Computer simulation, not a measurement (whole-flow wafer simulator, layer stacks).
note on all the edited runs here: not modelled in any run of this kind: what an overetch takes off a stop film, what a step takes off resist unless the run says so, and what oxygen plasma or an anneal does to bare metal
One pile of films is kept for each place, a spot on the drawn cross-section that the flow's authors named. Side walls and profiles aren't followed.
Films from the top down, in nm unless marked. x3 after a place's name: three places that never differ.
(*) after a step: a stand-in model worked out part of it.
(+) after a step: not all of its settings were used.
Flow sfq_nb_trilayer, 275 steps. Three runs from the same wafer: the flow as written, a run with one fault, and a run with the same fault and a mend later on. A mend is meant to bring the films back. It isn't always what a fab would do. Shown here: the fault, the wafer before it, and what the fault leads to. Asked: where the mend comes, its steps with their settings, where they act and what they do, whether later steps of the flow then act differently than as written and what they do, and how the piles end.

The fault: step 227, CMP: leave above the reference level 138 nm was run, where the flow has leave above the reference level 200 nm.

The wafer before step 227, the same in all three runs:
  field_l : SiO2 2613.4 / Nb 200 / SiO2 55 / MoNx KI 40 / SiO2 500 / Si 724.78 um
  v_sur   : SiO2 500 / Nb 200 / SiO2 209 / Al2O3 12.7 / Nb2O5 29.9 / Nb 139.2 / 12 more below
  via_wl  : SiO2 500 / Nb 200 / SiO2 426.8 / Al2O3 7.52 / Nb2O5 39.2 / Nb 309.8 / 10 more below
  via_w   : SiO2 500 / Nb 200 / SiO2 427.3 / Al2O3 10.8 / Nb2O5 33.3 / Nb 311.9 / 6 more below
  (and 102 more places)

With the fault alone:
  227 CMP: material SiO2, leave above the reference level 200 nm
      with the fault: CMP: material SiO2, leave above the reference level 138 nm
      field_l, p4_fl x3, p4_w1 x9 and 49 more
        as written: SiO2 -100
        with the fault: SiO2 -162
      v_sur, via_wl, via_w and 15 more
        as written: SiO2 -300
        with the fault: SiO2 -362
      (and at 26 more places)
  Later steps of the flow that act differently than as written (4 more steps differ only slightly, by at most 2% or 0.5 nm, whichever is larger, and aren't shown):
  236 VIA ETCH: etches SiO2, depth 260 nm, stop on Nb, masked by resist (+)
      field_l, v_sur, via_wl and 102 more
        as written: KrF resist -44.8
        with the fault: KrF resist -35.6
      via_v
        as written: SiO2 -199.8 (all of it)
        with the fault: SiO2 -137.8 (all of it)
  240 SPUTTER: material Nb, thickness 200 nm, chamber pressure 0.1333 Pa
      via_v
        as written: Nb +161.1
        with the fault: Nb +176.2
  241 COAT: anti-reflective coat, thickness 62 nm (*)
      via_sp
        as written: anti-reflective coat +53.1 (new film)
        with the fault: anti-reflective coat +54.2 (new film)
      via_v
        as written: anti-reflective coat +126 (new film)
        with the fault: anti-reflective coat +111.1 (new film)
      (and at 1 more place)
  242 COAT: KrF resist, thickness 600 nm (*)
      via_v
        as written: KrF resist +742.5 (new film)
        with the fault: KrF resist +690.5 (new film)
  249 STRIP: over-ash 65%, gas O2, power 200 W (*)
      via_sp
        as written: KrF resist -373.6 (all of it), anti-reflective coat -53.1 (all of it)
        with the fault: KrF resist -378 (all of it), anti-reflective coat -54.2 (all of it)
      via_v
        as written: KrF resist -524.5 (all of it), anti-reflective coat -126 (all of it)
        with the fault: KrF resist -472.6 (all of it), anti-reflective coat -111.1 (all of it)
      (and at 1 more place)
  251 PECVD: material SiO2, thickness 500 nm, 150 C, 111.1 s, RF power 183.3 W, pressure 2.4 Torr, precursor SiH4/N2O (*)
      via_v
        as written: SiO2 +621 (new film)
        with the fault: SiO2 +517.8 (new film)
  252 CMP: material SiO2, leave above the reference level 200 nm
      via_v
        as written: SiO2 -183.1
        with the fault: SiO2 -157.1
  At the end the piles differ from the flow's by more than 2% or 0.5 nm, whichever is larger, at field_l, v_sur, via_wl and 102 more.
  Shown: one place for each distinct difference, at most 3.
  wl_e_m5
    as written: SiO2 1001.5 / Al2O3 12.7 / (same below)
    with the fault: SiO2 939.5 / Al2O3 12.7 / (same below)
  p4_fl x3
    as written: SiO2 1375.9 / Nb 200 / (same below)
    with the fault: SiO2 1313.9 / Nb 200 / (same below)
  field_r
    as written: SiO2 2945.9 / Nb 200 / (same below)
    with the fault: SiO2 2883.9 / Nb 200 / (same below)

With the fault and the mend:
  The mend comes after step 228.
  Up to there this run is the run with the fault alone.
  228a PECVD: material SiO2, thickness 62 nm, 150 C, 13.78 s, RF power 183.3 W, pressure 2.4 Torr, precursor SiH4/N2O (the flow's step 226 once more, with other settings)
      field_l, v_sur, via_wl and 103 more
        SiO2 +62
  No later step of the flow acts differently than as written, at any place that is followed, by more than 2% or 0.5 nm, whichever is larger.
  At the end the piles are the same as the flow's at every place that both follow.
